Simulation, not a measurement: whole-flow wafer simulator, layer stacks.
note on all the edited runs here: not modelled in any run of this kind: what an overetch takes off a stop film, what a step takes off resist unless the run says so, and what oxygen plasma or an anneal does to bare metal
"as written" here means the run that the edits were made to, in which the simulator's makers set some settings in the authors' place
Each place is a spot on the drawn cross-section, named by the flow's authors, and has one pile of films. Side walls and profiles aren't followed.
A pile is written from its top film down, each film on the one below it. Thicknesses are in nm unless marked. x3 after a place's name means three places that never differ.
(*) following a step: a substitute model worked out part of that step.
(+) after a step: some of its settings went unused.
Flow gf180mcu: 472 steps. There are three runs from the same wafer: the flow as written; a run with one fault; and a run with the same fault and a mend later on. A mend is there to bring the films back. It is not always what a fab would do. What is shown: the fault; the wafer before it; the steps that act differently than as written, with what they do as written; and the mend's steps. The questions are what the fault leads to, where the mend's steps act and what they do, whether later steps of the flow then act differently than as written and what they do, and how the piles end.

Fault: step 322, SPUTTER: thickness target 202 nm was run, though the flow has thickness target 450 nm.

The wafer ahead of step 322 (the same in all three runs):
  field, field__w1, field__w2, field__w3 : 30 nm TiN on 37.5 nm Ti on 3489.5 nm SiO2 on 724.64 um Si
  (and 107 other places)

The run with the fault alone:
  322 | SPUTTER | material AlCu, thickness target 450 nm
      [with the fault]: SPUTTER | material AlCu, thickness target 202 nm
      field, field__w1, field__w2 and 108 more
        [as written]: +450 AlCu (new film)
        [with the fault]: +202 AlCu (new film)
  Steps further on in the flow that do not act as written:
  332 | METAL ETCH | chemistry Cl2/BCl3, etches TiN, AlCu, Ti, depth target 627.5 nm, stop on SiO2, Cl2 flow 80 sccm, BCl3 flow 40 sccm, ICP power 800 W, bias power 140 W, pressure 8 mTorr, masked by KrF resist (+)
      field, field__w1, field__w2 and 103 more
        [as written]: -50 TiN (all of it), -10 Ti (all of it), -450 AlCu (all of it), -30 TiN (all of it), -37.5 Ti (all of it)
        [with the fault]: -50 TiN (all of it), -10 Ti (all of it), -202 AlCu (all of it), -30 TiN (all of it), -37.5 Ti (all of it)
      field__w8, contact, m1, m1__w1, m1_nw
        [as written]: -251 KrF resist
        [with the fault]: -197.7 KrF resist
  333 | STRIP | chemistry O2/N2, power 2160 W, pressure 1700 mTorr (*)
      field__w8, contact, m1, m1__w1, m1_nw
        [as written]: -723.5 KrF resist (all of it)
        [with the fault]: -776.8 KrF resist (all of it)
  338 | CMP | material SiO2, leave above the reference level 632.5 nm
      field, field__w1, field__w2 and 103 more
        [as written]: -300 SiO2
        [with the fault]: -548 SiO2
  By the end, the piles at field, field__w1, field__w2 and 109 more depart from the flow's by more than 2% or 0.5 nm, whichever is larger.
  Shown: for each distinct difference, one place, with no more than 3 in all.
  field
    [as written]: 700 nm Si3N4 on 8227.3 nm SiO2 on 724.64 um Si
    [with the fault]: 700 nm Si3N4 on 7979.3 nm SiO2 on 724.64 um Si
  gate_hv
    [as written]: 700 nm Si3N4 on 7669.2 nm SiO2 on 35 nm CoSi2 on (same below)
    [with the fault]: 700 nm Si3N4 on 7421.2 nm SiO2 on 35 nm CoSi2 on (same below)
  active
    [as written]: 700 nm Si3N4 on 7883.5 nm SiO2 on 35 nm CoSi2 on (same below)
    [with the fault]: 700 nm Si3N4 on 7635.5 nm SiO2 on 35 nm CoSi2 on (same below)

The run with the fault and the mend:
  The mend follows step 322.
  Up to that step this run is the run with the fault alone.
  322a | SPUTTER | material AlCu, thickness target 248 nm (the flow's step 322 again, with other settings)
      field, field__w1, field__w2 and 108 more
        +248 AlCu
  Later steps of the flow that are run all act as written at every place that is followed.
  By the end, the piles equal the flow's at every place that both follow.
